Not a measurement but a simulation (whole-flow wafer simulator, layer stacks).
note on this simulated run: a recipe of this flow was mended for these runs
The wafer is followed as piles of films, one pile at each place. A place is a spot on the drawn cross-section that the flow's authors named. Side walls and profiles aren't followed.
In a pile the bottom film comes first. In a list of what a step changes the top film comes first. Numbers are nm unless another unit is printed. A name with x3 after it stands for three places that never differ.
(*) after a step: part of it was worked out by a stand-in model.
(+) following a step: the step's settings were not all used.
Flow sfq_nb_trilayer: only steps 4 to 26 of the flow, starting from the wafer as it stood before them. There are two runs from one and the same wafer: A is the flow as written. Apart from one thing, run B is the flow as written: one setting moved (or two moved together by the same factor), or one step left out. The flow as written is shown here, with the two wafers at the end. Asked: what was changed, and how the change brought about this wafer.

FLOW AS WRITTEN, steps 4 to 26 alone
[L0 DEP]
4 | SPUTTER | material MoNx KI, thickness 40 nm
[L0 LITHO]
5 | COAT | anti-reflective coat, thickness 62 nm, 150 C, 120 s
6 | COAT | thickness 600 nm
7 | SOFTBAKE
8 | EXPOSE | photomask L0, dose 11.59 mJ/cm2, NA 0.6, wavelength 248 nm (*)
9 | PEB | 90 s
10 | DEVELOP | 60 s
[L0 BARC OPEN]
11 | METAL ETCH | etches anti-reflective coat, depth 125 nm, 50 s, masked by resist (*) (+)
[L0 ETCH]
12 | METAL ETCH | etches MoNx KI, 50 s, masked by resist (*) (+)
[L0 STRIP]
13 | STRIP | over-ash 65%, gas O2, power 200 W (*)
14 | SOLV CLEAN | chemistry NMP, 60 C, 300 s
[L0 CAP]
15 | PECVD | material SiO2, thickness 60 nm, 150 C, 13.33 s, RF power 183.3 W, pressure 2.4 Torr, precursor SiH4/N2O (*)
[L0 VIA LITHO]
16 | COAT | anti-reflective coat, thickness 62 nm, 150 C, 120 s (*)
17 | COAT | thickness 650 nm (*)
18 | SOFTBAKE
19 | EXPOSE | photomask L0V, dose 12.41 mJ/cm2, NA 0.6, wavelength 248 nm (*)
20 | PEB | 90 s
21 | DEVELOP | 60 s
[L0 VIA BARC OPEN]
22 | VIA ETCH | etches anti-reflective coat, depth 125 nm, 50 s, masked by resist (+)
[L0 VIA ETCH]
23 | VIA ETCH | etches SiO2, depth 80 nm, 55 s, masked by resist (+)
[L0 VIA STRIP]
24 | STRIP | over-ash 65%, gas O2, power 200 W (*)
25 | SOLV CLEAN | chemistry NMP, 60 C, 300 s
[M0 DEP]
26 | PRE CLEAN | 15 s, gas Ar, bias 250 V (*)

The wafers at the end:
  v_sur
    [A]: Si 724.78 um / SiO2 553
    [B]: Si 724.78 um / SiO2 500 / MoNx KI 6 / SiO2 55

Cause: step 12, METAL ETCH: 34 s was run, while the flow as written has 50 s.

The path from the change to this, step by step:
  12 | METAL ETCH | etches MoNx KI, 50 s, masked by resist (*) (+)
      v_sur, via_wl, via_w and 97 more: A MoNx KI loses 40 (all of it), SiO2 loses 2 | B MoNx KI loses 34
      field_l, l0_sur, l0v, l0r_line_l, l0r_line_c, l0r_line_r: A KrF-resist-other-grade loses 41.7 | B KrF-resist-other-grade loses 28.3
  13 | STRIP | over-ash 65%, gas O2, power 200 W (*)
      field_l, l0_sur, l0v, l0r_line_l, l0r_line_c, l0r_line_r: A KrF-resist-other-grade loses 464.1 (all of it), anti-reflective coat loses 62 (all of it) | B KrF-resist-other-grade loses 477.4 (all of it), anti-reflective coat loses 62 (all of it)
  15 | PECVD | material SiO2, thickness 60 nm, 150 C, 13.33 s, RF power 183.3 W, pressure 2.4 Torr, precursor SiH4/N2O (*)
      v_sur, via_wl, via_w and 97 more: A SiO2 gains 60 | B SiO2 gains 60 (new film)
  16 | COAT | anti-reflective coat, thickness 62 nm, 150 C, 120 s (*)
      field_l: A anti-reflective coat gains 50 (new film) | B anti-reflective coat gains 52.1 (new film)
      v_sur: A anti-reflective coat gains 78.1 (new film) | B anti-reflective coat gains 75.2 (new film)
      (and at 4 other places as well)
  24 | STRIP | over-ash 65%, gas O2, power 200 W (*)
      field_l: A KrF-resist-other-grade loses 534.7 (all of it), anti-reflective coat loses 50 (all of it) | B KrF-resist-other-grade loses 536.2 (all of it), anti-reflective coat loses 52.1 (all of it)
      v_sur: A KrF-resist-other-grade loses 544.6 (all of it), anti-reflective coat loses 78.1 (all of it) | B KrF-resist-other-grade loses 543.9 (all of it), anti-reflective coat loses 75.2 (all of it)
      (and at 4 other places as well)
With metal films that touch counted as one body, v_sur has 1 body; the flow as written gives 0 bodies.
